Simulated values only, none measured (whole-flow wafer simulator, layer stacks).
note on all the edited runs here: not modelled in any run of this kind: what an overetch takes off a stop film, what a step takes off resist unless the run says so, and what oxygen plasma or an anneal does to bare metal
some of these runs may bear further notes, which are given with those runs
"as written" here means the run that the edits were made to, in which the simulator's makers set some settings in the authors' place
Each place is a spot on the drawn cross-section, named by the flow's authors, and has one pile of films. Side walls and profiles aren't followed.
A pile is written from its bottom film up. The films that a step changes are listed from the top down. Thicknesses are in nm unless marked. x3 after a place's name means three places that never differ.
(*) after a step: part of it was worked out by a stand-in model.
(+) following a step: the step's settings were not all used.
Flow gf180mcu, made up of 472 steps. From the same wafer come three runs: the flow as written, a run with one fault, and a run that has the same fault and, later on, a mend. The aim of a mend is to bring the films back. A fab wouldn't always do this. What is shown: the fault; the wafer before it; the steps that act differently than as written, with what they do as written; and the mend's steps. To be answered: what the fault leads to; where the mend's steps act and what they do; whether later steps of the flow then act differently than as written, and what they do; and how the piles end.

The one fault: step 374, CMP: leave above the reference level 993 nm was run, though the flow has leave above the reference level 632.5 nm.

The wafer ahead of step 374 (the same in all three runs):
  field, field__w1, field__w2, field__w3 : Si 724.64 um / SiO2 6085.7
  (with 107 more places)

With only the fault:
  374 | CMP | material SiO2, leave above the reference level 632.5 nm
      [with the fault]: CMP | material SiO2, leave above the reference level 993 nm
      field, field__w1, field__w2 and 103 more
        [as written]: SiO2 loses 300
        [with the fault]: nothing
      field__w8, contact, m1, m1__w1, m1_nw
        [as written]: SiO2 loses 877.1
        [with the fault]: SiO2 loses 516.6
  Steps further on in the flow that do not act as written (not shown: 7 more steps that differ only slightly, by at most 2% or 0.5 nm, whichever is larger):
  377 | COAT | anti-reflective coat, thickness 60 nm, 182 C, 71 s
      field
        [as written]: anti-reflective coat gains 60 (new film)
        [with the fault]: anti-reflective coat gains 84.2 (new film)
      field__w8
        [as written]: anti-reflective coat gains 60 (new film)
        [with the fault]: anti-reflective coat gains 27.7 (new film)
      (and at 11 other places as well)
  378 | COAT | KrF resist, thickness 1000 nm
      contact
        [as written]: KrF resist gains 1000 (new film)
        [with the fault]: KrF resist gains 978 (new film)
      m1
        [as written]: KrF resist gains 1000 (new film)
        [with the fault]: KrF resist gains 975.6 (new film)
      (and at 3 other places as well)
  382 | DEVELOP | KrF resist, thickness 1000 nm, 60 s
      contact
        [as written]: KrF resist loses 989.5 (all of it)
        [with the fault]: KrF resist loses 967.7 (all of it)
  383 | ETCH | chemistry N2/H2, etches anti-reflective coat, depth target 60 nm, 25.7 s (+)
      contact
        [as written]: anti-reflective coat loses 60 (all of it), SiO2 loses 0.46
        [with the fault]: anti-reflective coat loses 31.2 (all of it), SiO2 loses 1.2
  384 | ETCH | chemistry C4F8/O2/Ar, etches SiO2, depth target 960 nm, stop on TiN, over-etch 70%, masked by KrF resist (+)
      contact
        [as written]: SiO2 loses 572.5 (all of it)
        [with the fault]: SiO2 loses 932.2 (all of it)
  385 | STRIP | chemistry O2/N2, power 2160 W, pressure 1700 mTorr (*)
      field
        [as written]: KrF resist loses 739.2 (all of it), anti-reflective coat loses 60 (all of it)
        [with the fault]: KrF resist loses 727.9 (all of it), anti-reflective coat loses 84.2 (all of it)
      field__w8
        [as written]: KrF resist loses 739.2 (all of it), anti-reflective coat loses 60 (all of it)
        [with the fault]: KrF resist loses 732.6 (all of it), anti-reflective coat loses 27.7 (all of it)
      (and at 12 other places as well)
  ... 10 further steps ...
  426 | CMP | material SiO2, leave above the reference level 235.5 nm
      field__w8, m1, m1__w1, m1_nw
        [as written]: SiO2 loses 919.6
        [with the fault]: SiO2 loses 977.9
  At field, field__w1, field__w2 and 109 more, the piles at the end differ from the flow's by more than 2% or 0.5 nm, whichever is larger.
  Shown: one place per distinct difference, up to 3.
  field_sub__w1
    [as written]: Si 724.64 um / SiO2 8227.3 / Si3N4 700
    [with the fault]: Si 724.64 um / SiO2 8527.2 / Si3N4 700
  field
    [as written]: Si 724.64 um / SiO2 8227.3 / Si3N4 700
    [with the fault]: Si 724.64 um / SiO2 8527.3 / Si3N4 700
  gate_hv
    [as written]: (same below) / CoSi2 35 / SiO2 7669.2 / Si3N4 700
    [with the fault]: (same below) / CoSi2 35 / SiO2 7969.1 / Si3N4 700

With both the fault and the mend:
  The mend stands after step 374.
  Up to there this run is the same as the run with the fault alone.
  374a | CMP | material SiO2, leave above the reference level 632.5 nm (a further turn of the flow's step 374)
      field, field__w1, field__w2 and 103 more
        SiO2 loses 300
      field__w8, contact, m1, m1__w1, m1_nw
        SiO2 loses 360.5
  Later steps of the flow that are run all act as written at every place that is followed.
  At every place that both follow, the piles at the end match the flow's.
